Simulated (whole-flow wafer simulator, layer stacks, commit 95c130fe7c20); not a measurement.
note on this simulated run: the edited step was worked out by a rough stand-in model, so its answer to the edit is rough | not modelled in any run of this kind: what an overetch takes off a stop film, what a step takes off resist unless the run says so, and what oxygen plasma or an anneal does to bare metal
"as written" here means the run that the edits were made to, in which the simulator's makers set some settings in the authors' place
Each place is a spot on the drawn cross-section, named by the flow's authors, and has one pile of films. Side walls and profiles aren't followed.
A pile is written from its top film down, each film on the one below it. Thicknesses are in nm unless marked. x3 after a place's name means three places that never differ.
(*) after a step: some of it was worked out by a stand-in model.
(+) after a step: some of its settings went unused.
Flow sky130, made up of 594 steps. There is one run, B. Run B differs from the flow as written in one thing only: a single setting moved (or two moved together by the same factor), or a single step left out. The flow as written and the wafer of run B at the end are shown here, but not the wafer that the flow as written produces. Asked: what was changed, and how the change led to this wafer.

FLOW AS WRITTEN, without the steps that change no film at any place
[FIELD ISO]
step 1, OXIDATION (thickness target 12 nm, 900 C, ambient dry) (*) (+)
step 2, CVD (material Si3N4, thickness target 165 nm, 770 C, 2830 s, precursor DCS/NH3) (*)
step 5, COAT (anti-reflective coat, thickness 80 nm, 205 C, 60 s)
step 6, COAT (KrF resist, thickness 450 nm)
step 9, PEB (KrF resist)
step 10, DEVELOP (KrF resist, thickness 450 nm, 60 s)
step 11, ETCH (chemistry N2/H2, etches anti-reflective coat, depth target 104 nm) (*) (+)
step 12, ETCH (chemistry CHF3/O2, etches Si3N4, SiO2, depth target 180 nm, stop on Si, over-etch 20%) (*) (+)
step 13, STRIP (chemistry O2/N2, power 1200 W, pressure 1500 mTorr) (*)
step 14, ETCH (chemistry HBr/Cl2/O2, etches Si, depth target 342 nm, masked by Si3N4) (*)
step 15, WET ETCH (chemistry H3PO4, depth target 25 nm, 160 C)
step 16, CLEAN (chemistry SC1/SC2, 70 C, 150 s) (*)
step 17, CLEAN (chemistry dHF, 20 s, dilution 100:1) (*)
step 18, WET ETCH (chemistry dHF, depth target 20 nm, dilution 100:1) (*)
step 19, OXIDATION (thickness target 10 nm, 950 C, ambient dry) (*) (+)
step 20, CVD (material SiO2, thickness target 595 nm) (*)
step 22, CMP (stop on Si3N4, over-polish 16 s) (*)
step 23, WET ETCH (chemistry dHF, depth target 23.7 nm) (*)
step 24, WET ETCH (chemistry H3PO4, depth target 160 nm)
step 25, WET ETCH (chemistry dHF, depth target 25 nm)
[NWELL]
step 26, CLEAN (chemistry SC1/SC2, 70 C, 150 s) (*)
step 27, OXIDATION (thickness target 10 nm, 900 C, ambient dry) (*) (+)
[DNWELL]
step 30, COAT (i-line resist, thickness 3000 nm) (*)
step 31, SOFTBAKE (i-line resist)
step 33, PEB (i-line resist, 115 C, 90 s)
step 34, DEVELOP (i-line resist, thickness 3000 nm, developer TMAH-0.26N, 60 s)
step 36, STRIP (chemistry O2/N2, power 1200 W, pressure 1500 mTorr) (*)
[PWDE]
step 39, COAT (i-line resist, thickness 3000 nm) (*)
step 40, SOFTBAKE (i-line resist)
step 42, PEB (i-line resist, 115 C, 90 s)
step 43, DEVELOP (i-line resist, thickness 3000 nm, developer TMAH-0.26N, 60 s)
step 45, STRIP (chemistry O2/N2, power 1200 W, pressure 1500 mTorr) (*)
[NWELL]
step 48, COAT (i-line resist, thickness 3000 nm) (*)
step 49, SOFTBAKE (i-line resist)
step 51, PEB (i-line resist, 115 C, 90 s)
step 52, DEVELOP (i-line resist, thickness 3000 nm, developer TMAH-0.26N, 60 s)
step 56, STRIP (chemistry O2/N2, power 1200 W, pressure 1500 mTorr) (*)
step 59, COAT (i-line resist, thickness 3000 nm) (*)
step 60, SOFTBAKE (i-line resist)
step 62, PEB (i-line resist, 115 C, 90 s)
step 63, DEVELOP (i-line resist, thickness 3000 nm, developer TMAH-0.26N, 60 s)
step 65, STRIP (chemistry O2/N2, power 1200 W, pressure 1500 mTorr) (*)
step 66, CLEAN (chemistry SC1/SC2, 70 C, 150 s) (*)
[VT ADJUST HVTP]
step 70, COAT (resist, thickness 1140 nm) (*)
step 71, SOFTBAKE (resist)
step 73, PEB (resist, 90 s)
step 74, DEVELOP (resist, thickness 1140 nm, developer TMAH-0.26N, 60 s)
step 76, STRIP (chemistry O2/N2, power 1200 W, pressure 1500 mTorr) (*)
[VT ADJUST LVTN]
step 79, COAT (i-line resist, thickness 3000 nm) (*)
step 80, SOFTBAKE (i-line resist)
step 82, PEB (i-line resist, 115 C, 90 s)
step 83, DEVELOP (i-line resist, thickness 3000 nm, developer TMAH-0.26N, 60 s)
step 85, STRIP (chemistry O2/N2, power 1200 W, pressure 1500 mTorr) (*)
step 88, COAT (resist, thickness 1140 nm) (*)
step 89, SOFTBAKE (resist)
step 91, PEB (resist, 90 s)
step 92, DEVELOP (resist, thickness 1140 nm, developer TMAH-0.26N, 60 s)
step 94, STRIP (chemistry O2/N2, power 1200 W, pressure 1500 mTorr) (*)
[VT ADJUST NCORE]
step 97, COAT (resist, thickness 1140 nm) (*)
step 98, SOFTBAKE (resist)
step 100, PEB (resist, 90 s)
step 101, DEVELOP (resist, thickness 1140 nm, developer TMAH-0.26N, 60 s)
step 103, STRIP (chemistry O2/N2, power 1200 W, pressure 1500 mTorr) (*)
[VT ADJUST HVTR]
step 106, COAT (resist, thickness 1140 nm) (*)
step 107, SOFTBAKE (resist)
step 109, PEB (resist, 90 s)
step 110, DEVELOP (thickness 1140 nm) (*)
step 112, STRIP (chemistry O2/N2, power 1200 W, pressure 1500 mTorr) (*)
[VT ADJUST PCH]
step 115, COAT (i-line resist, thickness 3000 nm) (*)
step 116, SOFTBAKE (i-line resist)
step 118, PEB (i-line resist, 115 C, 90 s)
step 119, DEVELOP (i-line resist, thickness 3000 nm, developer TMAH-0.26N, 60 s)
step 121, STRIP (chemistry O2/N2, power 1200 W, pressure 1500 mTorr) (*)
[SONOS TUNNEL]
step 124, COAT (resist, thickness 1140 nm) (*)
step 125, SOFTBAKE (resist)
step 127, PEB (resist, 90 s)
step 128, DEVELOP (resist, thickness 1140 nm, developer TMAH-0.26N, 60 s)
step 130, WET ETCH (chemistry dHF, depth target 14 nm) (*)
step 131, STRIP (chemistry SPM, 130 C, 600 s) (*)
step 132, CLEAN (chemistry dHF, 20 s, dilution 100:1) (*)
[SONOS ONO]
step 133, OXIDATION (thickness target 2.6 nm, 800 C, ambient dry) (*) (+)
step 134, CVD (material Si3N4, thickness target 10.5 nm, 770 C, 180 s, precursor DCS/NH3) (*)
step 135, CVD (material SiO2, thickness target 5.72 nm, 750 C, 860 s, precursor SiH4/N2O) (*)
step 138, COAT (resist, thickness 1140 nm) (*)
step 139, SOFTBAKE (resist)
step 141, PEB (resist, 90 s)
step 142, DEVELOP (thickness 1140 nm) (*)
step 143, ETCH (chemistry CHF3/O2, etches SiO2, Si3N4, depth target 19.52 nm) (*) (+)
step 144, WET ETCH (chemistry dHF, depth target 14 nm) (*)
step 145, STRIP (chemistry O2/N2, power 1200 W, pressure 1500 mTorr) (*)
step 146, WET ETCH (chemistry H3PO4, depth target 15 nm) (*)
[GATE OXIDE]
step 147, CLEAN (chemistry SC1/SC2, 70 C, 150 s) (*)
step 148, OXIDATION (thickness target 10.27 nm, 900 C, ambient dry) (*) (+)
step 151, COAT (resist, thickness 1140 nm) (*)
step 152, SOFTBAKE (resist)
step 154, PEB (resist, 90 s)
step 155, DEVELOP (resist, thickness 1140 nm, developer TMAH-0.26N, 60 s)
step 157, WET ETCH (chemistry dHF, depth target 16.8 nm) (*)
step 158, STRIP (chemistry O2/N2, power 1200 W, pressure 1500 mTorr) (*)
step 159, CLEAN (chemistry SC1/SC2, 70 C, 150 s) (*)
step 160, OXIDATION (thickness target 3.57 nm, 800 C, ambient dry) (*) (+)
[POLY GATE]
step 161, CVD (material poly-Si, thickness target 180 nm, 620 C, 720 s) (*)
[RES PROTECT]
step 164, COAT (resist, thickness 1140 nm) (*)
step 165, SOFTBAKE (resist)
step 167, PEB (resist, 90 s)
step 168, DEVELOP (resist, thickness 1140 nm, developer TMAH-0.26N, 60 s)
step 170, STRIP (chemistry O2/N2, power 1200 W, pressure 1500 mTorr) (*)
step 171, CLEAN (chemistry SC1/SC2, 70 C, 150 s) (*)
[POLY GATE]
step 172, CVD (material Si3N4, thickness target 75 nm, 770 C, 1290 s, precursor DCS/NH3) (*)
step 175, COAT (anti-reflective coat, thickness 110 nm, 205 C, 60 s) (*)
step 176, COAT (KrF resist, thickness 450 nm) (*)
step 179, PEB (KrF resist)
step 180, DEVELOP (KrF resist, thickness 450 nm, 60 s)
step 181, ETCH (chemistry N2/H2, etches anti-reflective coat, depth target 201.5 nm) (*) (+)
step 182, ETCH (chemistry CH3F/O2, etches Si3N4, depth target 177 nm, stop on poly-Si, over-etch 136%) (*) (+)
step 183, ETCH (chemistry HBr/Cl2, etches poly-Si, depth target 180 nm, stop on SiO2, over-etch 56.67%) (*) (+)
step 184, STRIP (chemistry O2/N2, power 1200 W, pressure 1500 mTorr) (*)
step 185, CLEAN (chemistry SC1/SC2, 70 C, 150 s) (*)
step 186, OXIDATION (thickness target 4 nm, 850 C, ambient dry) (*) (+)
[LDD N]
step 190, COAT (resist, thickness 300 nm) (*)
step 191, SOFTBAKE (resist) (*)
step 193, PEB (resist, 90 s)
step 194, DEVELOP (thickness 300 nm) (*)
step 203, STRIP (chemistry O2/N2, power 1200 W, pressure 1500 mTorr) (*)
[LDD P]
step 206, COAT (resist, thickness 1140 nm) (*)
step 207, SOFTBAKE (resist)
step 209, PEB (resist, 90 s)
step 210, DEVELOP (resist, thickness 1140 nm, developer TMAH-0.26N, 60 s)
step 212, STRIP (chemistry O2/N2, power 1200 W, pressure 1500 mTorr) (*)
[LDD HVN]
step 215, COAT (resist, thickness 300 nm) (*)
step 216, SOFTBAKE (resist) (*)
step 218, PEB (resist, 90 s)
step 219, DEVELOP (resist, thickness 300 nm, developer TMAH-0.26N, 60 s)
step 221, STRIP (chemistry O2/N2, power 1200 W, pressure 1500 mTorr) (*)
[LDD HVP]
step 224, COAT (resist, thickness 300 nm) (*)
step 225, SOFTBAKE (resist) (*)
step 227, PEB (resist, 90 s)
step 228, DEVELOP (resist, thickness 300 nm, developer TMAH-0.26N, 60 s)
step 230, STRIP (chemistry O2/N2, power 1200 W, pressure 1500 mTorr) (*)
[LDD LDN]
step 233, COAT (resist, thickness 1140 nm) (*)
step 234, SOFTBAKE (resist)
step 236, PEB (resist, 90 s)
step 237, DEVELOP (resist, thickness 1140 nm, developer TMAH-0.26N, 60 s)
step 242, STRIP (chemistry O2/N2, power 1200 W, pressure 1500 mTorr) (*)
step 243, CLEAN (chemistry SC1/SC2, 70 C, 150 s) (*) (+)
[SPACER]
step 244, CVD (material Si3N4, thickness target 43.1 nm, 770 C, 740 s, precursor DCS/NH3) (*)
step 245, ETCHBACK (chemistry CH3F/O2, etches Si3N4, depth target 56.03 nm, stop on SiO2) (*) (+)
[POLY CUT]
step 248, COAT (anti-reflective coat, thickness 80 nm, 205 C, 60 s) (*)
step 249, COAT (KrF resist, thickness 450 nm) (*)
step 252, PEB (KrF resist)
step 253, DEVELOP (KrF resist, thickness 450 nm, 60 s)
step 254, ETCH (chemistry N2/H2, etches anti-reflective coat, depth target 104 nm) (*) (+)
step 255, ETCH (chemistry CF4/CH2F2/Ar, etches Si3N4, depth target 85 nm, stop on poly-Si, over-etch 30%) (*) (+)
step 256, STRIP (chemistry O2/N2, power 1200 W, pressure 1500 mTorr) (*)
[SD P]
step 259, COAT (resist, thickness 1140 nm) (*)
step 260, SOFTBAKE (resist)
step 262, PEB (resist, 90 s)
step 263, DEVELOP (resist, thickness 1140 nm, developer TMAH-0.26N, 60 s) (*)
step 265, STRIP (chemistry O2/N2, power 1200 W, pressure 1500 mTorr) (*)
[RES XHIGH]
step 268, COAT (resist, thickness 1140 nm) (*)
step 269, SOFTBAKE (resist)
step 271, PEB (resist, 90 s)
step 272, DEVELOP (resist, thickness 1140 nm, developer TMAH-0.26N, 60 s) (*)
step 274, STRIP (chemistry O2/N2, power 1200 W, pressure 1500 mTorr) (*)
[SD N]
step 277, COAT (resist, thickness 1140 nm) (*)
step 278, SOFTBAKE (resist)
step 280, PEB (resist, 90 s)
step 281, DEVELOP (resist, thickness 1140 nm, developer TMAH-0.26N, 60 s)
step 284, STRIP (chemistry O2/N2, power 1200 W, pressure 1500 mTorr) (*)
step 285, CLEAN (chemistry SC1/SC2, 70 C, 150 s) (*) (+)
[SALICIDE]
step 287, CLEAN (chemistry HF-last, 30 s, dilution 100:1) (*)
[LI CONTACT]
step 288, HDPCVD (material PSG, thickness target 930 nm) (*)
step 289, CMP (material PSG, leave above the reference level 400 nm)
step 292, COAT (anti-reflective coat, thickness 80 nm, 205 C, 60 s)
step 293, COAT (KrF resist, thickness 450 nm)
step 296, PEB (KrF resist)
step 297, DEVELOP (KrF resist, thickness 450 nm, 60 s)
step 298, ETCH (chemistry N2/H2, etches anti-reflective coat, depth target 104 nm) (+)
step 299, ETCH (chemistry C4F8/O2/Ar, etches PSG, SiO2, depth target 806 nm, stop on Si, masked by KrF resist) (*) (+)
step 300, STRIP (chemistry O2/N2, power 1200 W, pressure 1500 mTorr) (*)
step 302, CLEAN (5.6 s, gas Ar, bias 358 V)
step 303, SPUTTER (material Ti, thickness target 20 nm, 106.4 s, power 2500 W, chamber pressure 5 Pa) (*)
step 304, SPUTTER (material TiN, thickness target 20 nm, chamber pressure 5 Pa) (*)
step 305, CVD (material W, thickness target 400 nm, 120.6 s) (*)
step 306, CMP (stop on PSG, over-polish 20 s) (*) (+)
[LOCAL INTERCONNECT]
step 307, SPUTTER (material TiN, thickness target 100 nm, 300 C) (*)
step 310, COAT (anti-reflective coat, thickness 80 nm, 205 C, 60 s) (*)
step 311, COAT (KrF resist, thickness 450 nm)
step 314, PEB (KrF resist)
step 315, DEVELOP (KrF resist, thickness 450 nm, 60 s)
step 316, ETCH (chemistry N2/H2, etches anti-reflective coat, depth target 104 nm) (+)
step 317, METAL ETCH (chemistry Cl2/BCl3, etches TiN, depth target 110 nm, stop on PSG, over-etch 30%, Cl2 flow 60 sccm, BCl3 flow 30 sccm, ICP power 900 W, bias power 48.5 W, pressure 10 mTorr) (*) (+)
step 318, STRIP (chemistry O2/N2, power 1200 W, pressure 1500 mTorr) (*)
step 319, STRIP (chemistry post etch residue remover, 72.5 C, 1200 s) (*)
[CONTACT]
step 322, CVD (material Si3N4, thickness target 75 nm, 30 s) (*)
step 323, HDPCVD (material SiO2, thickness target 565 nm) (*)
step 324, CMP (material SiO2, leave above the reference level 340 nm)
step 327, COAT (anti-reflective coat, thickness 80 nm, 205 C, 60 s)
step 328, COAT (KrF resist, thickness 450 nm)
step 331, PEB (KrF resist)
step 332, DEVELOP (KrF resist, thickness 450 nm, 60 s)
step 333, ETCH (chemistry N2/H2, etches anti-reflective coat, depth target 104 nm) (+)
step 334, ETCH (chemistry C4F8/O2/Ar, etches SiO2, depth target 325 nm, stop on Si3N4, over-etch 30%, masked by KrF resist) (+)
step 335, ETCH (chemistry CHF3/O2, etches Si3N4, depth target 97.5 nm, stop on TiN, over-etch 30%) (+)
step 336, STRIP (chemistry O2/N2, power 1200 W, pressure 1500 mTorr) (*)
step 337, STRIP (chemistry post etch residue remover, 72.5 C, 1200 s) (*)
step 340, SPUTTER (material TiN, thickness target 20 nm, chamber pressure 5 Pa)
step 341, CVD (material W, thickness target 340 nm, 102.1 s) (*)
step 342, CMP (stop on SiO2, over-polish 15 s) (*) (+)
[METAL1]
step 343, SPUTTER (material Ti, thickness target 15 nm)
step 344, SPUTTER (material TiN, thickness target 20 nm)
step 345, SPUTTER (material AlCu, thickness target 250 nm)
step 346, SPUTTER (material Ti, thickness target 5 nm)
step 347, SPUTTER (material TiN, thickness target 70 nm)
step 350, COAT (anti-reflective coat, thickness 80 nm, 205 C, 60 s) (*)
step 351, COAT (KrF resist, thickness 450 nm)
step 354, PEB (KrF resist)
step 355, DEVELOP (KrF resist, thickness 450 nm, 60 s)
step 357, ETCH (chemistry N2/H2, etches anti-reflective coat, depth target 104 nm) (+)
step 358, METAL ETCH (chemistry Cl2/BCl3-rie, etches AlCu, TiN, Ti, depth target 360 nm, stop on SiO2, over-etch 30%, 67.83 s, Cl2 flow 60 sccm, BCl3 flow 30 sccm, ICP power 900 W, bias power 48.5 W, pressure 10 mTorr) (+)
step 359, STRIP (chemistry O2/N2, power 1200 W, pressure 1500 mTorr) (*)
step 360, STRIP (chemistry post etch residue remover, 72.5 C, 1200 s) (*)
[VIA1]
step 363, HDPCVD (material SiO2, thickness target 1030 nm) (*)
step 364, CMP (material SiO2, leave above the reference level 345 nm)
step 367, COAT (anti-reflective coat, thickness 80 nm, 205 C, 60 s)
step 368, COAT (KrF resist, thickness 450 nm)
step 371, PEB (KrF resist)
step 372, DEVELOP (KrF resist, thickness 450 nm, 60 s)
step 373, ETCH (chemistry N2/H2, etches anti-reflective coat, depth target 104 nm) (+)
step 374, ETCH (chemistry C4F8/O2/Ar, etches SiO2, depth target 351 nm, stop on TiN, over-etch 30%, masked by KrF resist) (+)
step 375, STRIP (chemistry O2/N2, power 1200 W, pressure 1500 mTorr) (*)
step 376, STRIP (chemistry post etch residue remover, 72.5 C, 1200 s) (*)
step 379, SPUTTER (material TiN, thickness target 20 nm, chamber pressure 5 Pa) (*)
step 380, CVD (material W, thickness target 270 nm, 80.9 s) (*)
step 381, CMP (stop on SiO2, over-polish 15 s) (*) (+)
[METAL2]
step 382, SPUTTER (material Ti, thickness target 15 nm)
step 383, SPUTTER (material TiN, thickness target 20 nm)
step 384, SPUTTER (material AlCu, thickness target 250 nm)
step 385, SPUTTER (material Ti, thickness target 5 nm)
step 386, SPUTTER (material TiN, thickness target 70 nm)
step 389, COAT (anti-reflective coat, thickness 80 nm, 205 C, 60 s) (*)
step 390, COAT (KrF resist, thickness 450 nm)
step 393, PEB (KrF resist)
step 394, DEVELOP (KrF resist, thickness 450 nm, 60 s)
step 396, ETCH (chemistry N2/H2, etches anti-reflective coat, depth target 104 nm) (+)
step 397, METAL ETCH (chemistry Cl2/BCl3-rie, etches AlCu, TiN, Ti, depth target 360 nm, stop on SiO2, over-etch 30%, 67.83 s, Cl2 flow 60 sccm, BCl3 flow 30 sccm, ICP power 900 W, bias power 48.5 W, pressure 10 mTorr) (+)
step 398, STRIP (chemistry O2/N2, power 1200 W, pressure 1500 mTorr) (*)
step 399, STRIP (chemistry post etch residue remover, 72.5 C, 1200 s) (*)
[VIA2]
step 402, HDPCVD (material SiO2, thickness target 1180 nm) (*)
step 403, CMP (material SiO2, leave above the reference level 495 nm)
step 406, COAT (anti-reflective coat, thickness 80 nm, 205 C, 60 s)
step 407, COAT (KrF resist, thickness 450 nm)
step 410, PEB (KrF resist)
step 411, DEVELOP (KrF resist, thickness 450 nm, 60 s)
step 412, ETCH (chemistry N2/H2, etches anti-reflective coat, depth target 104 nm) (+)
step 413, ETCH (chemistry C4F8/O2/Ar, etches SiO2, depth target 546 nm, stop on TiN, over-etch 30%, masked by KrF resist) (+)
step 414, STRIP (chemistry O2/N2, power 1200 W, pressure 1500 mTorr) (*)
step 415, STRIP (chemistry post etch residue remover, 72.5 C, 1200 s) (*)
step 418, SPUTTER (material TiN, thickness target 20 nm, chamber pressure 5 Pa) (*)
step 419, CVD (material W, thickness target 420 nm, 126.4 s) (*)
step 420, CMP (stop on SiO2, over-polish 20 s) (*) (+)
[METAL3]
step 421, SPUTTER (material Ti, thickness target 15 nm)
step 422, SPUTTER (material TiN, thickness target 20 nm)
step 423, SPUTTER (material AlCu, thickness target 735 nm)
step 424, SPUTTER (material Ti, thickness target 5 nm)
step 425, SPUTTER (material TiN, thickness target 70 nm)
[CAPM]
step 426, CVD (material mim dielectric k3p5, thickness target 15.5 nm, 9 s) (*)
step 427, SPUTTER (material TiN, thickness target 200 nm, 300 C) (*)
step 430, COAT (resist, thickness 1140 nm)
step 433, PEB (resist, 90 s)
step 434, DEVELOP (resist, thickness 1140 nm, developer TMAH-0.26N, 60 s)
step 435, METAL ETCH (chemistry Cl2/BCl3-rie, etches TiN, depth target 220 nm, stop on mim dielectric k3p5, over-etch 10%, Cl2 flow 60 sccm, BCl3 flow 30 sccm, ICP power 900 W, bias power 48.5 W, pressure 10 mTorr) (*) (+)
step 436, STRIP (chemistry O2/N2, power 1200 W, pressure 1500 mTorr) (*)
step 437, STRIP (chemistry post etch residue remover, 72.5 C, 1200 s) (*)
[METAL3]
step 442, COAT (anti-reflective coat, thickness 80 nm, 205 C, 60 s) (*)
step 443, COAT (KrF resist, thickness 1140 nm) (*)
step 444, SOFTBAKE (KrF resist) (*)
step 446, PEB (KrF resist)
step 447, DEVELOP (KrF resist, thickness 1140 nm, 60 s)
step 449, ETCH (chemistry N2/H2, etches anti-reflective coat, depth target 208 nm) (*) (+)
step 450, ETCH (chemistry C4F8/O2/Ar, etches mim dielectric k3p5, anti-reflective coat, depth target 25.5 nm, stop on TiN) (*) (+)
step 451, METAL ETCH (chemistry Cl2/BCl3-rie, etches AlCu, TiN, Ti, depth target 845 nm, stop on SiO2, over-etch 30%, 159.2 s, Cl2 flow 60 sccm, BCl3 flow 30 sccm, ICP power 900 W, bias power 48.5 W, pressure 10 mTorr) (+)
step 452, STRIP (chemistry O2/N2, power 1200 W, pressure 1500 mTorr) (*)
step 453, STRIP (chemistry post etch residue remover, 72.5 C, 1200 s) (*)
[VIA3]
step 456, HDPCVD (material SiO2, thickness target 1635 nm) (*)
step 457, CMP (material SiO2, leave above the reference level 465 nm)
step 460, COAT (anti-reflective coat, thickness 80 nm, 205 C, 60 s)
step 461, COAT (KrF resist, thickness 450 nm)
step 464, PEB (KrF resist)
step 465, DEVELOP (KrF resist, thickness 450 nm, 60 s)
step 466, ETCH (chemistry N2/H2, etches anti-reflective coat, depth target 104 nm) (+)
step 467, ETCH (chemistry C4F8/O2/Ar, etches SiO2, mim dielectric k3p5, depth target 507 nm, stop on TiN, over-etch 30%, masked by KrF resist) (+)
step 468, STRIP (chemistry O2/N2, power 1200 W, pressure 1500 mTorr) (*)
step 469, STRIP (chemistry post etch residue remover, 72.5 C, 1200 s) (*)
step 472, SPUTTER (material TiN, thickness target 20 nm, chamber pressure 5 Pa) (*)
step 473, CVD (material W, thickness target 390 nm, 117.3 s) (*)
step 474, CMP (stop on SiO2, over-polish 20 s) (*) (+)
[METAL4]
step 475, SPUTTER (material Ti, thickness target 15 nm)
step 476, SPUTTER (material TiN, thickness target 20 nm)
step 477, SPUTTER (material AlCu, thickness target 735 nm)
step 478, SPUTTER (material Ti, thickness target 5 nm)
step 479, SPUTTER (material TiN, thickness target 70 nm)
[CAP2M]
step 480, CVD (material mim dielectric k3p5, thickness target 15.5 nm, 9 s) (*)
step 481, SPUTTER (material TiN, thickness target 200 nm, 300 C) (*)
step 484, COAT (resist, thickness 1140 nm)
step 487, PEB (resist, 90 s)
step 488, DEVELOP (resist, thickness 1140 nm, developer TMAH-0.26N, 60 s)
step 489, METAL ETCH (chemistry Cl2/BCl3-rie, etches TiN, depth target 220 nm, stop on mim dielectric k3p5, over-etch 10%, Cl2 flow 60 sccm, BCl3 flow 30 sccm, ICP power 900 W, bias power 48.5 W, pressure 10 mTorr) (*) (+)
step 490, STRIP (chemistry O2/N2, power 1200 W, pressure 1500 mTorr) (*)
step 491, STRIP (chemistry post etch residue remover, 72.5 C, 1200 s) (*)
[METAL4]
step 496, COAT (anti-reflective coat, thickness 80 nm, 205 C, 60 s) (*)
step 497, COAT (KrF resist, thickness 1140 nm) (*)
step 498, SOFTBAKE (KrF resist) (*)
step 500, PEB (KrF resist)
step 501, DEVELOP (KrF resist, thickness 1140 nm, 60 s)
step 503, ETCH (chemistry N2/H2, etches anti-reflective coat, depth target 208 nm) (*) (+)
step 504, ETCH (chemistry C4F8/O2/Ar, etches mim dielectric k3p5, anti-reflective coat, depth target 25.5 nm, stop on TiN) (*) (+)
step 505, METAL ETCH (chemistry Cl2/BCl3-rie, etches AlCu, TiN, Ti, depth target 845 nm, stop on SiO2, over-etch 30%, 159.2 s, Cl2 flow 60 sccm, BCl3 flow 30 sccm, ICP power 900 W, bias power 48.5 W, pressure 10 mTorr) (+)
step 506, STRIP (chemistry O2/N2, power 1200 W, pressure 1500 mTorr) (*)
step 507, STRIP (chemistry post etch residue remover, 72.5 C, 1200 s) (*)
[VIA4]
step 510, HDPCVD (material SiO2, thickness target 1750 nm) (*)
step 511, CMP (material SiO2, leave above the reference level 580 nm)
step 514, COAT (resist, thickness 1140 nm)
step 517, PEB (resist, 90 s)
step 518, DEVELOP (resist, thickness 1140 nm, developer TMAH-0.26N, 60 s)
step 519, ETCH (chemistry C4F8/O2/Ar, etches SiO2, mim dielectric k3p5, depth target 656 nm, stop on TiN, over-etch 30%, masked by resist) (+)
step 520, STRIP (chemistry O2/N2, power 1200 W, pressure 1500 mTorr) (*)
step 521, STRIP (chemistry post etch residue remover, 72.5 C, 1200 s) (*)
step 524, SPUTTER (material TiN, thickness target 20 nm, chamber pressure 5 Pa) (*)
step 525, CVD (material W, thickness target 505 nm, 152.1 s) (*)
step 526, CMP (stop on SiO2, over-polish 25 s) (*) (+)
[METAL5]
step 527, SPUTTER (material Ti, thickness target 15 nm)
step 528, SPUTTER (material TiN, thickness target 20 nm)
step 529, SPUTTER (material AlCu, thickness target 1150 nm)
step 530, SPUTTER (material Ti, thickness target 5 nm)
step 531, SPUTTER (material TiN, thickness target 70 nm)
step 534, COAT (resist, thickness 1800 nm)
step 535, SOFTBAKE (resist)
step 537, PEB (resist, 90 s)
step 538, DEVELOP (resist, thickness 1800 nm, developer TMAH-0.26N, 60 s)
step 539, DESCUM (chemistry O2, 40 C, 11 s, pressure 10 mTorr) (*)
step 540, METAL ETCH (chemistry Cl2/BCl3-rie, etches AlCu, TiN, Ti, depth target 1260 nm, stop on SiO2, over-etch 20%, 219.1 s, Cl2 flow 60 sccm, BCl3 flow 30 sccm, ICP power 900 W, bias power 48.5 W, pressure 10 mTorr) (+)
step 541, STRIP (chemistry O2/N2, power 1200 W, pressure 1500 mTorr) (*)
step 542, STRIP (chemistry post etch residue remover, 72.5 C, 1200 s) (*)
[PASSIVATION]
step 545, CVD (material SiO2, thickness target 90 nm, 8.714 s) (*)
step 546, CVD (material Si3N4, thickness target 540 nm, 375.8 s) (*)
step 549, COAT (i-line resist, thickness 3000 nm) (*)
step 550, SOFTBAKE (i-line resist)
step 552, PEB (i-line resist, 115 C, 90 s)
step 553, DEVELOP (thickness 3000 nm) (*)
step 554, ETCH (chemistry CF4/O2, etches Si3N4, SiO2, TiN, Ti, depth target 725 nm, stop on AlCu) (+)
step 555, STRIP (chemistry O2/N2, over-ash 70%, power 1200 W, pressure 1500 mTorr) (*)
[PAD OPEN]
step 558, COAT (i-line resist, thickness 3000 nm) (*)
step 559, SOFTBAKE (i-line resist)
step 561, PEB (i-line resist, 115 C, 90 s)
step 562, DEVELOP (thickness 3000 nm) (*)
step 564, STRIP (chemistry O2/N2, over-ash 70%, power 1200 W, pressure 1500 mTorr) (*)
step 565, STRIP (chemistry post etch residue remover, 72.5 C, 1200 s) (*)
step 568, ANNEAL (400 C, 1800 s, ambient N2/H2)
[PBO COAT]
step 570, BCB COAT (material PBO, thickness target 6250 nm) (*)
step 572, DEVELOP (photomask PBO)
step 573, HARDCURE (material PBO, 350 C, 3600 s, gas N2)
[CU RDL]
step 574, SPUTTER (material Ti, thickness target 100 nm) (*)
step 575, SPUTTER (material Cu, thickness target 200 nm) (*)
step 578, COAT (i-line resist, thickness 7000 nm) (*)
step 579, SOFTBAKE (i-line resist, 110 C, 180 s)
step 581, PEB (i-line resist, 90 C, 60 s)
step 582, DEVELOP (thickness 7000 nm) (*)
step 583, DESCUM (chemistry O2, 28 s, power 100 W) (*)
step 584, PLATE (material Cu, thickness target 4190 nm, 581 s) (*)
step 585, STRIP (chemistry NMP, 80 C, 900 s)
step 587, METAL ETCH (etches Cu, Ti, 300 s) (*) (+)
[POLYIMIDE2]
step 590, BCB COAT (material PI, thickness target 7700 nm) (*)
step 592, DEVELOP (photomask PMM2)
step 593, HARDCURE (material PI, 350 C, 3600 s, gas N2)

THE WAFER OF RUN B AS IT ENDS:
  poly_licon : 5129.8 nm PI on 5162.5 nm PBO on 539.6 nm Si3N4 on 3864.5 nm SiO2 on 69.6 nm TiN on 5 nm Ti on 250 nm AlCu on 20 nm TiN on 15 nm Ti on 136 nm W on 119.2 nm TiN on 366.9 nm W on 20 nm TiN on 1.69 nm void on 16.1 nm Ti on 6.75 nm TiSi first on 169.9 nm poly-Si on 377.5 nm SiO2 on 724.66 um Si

What caused this: step 341, CVD: thickness target 136 nm was run, though the flow has thickness target 340 nm.

Step by step, how the change led to this:
  step 341, CVD (material W, thickness target 340 nm, 102.1 s) (*)
      field, active, n_well and 185 more: W gains 136 (new film) (it would be, as written: W gains 340 (new film))
      ndiff_licon, ndiff_licon_cpp, rpo_hd_licon: W gains 486.5 (new film) (it would be, as written: W gains 690.5 (new film))
  step 342, CMP (stop on SiO2, over-polish 15 s) (*) (+)
      poly_licon: nothing (it would be, as written: W loses 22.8)
      field, active, n_well and 184 more: W loses 136 (all of it), TiN loses 20 (all of it), SiO2 loses 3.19 (it would be, as written: W loses 340 (all of it), TiN loses 20 (all of it), SiO2 loses 3.19)
      (also at 3 further places)
  step 350, COAT (anti-reflective coat, thickness 80 nm, 205 C, 60 s) (*)
      poly_licon: anti-reflective coat gains 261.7 (new film) (it would be, as written: anti-reflective coat gains 80.4 (new film))
  step 359, STRIP (chemistry O2/N2, power 1200 W, pressure 1500 mTorr) (*)
      poly_licon: KrF resist loses 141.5 (all of it), anti-reflective coat loses 261.7 (all of it) (it would be, as written: KrF resist loses 141.5 (all of it), anti-reflective coat loses 80.4 (all of it))
  step 364, CMP (material SiO2, leave above the reference level 345 nm)
      poly_licon: SiO2 loses 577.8 (it would be, as written: SiO2 loses 759)
